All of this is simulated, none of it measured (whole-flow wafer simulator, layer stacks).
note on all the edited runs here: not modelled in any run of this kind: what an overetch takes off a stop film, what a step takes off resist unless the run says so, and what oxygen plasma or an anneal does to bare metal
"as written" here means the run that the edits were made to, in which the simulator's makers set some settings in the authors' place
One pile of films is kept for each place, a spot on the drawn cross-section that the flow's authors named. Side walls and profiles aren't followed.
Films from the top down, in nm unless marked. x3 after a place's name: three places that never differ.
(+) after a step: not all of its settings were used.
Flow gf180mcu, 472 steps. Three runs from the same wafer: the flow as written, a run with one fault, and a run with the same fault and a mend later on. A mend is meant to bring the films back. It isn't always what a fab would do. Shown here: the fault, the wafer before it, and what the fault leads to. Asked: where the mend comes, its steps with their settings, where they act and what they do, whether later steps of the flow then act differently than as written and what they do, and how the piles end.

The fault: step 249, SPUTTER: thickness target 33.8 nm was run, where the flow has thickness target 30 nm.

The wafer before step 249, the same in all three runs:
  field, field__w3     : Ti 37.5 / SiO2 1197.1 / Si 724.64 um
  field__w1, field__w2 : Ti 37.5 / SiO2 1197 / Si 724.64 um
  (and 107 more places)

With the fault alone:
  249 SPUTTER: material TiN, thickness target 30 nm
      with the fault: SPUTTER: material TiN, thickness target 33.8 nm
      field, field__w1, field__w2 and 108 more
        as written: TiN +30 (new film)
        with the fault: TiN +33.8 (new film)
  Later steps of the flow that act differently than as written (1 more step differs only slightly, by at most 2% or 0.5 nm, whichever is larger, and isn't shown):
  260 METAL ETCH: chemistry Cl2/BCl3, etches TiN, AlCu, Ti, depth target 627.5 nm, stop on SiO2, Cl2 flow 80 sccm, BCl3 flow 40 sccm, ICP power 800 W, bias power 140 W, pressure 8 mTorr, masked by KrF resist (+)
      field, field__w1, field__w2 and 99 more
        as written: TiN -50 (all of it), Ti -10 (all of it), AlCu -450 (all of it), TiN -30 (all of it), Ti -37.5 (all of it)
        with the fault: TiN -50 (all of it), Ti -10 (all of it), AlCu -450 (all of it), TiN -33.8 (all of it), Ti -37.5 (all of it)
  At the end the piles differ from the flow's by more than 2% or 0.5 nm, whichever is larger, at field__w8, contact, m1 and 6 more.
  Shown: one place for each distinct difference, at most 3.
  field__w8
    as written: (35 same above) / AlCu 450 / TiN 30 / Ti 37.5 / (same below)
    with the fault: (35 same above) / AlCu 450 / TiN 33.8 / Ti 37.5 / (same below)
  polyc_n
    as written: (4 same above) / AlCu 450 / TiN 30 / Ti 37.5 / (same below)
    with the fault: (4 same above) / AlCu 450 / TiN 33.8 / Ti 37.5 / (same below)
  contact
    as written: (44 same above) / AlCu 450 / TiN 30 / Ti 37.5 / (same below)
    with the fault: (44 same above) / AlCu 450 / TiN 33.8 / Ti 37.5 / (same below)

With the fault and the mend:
  The mend comes after step 249.
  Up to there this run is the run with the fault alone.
  249a METAL ETCH: chemistry Cl2/BCl3, etches TiN, AlCu, Ti, depth target 3.8 nm, Cl2 flow 80 sccm, BCl3 flow 40 sccm, ICP power 800 W, bias power 140 W, pressure 8 mTorr
      field, field__w1, field__w2 and 108 more
        TiN -3.8
  No later step of the flow acts differently than as written at any place that is followed.
  At the end the piles are the same as the flow's at every place that both follow.
